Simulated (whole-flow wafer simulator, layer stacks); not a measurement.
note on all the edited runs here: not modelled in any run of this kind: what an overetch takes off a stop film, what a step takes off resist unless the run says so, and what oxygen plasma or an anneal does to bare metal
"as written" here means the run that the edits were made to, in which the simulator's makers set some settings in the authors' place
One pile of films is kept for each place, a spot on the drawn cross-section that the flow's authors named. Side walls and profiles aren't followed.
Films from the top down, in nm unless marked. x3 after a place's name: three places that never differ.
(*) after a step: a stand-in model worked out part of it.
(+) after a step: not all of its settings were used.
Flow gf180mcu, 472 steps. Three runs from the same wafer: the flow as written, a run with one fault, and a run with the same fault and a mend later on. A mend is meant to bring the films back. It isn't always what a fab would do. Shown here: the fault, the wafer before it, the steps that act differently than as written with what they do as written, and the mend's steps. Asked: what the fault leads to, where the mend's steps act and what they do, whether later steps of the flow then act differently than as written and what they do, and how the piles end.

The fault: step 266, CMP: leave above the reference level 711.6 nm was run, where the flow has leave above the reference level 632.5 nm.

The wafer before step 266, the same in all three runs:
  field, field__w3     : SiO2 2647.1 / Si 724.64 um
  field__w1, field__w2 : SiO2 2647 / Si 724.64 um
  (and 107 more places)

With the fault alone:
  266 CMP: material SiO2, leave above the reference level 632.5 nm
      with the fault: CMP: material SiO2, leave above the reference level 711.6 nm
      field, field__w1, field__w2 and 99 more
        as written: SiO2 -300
        with the fault: SiO2 -220.9
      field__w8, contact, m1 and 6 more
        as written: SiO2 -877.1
        with the fault: SiO2 -798
  Later steps of the flow that act differently than as written (2 more steps differ only slightly, by at most 2% or 0.5 nm, whichever is larger, and aren't shown):
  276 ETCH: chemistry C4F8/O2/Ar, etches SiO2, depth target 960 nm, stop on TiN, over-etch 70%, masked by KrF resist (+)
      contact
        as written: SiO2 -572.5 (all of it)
        with the fault: SiO2 -651.6 (all of it)
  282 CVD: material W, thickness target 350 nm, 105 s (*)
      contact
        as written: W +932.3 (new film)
        with the fault: W +1012.1 (new film)
  At the end the piles differ from the flow's by more than 2% or 0.5 nm, whichever is larger, at field__w8, contact, m1, m1__w1, m1_nw.
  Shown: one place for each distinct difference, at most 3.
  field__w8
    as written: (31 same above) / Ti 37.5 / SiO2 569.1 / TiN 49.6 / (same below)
    with the fault: (31 same above) / Ti 37.5 / SiO2 648.2 / TiN 49.6 / (same below)
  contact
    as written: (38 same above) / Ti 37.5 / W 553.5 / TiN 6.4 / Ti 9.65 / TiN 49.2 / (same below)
    with the fault: (38 same above) / Ti 37.5 / W 633.3 / TiN 6.11 / Ti 9.22 / TiN 49.2 / (same below)

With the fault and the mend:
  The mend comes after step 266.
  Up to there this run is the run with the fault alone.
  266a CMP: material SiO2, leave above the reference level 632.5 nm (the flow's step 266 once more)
      field, field__w1, field__w2 and 108 more
        SiO2 -79.1
  No later step of the flow acts differently than as written at any place that is followed.
  At the end the piles are the same as the flow's at every place that both follow.
